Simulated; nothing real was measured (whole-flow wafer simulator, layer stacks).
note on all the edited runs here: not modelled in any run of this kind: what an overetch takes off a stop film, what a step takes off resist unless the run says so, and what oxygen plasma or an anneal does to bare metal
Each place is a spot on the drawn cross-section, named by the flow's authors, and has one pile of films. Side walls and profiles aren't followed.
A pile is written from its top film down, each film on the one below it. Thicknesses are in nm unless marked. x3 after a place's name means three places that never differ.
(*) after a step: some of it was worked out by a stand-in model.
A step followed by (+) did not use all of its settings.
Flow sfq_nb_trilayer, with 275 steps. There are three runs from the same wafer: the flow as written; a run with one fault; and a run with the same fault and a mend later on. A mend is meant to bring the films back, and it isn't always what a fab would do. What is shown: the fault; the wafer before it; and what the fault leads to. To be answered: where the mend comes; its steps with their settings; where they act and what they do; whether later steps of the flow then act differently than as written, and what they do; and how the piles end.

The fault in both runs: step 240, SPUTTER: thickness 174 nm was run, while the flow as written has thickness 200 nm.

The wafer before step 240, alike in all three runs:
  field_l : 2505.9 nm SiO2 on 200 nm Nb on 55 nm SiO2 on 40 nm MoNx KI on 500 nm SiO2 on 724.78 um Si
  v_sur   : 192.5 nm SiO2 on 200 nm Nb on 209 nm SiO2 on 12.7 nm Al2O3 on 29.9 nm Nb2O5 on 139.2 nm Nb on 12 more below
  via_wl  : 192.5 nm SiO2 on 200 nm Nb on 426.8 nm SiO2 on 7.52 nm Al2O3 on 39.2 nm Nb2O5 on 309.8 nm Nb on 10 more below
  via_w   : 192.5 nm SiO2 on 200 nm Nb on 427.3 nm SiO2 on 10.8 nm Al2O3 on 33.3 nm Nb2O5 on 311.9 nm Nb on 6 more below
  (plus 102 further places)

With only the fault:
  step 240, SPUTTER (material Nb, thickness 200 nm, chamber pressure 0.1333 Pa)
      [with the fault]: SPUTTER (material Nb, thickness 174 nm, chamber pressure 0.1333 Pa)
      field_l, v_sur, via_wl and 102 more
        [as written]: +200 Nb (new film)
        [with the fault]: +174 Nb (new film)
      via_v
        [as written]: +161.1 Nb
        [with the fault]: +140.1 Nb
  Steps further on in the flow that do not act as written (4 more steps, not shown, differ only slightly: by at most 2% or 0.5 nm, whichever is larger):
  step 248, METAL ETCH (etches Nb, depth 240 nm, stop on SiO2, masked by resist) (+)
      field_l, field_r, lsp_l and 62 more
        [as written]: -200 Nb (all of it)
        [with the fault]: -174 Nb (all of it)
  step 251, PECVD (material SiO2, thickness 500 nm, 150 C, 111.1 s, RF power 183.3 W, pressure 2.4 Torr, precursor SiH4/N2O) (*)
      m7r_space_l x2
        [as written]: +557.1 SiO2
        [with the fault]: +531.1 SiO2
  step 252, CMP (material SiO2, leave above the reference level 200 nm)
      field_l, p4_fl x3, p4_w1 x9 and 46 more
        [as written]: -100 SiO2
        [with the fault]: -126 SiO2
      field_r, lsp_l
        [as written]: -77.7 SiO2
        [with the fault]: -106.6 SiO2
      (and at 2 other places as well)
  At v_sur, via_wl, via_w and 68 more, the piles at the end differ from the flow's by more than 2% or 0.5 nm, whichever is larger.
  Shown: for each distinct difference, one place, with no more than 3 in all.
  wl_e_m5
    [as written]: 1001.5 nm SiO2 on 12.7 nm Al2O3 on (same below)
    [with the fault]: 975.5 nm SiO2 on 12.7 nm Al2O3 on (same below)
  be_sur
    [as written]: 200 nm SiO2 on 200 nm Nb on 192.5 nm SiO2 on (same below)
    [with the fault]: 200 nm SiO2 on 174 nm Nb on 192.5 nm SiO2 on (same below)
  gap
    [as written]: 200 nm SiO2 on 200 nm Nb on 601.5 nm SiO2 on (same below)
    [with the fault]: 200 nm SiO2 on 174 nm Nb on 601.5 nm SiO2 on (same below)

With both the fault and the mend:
  The mend stands after step 246.
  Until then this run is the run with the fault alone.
  step 246a, STRIP (over-ash 65%, gas O2, power 200 W) (*)
      p4_fl x3, p4_w1 x9, p4_g1 x2 and 46 more
        -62 anti-reflective coat (all of it)
      wl_j_sl, wl_jj, wl_j_sr and 14 more
        -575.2 KrF resist (all of it), -62 anti-reflective coat (all of it)
      field_r, lsp_l, l0_sur, l0v
        -61.8 anti-reflective coat (all of it)
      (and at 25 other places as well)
  step 246b, SPUTTER (material Nb, thickness 26 nm, chamber pressure 0.1333 Pa) (the flow's step 240 again, with other settings)
      field_l, v_sur, via_wl and 102 more
        +26 Nb
      via_v
        +18.7 Nb
  step 246c, COAT (anti-reflective coat, thickness 62 nm) (*) (the flow's step 241 again)
      p4_fl x3, p4_w1 x9, p4_g1 x2 and 63 more
        +62 anti-reflective coat (new film)
      moat, field_r, lsp_l and 6 more
        +61.8 anti-reflective coat (new film)
      be_r, r_sur, res, r_end
        +61.7 anti-reflective coat (new film)
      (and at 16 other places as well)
  step 246d, COAT (KrF resist, thickness 600 nm) (*) (the flow's step 242 again)
      p4_fl x3, p4_w1 x9, p4_g1 x2 and 63 more
        +600 KrF resist (new film)
      field_r, lsp_l, ln_m5, lsp_m, l0v
        +599.5 KrF resist (new film)
      ln_m6, lsp_r, l0_sur
        +599.6 KrF resist (new film)
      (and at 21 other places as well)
  step 246e, SOFTBAKE (KrF resist) (the flow's step 243 again)
      alters no film at any place that is followed
  step 246f, EXPOSE (photomask M7, dose 12.21 mJ/cm2, NA 0.6, wavelength 248 nm) (*) (the flow's step 244 again)
      alters no film at any place that is followed
  step 246g, PEB (KrF resist, 90 s) (the flow's step 245 again)
      field_l, v_sur, via_wl and 97 more
        -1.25 KrF resist
      via_w, via_wr, via_sp, wire, be
        -1.24 KrF resist
      via_v
        -1.61 KrF resist
  step 246h, DEVELOP (KrF resist, thickness 600 nm, 60 s) (the flow's step 246 again)
      p4_fl x3, p4_w1 x9, p4_g1 x2 and 46 more
        -598.7 KrF resist (all of it)
      v_sur, via_wl, via_w and 38 more
        -23.5 KrF resist
      field_r, lsp_l
        -598.2 KrF resist (all of it)
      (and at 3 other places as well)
  Every later step of the flow that is run acts as written, at every place that is followed, to within 2% or 0.5 nm, whichever is larger.
  At the end the piles are close to the flow's at the places that both follow, differing by at most 2% or 0.5 nm, whichever is larger.
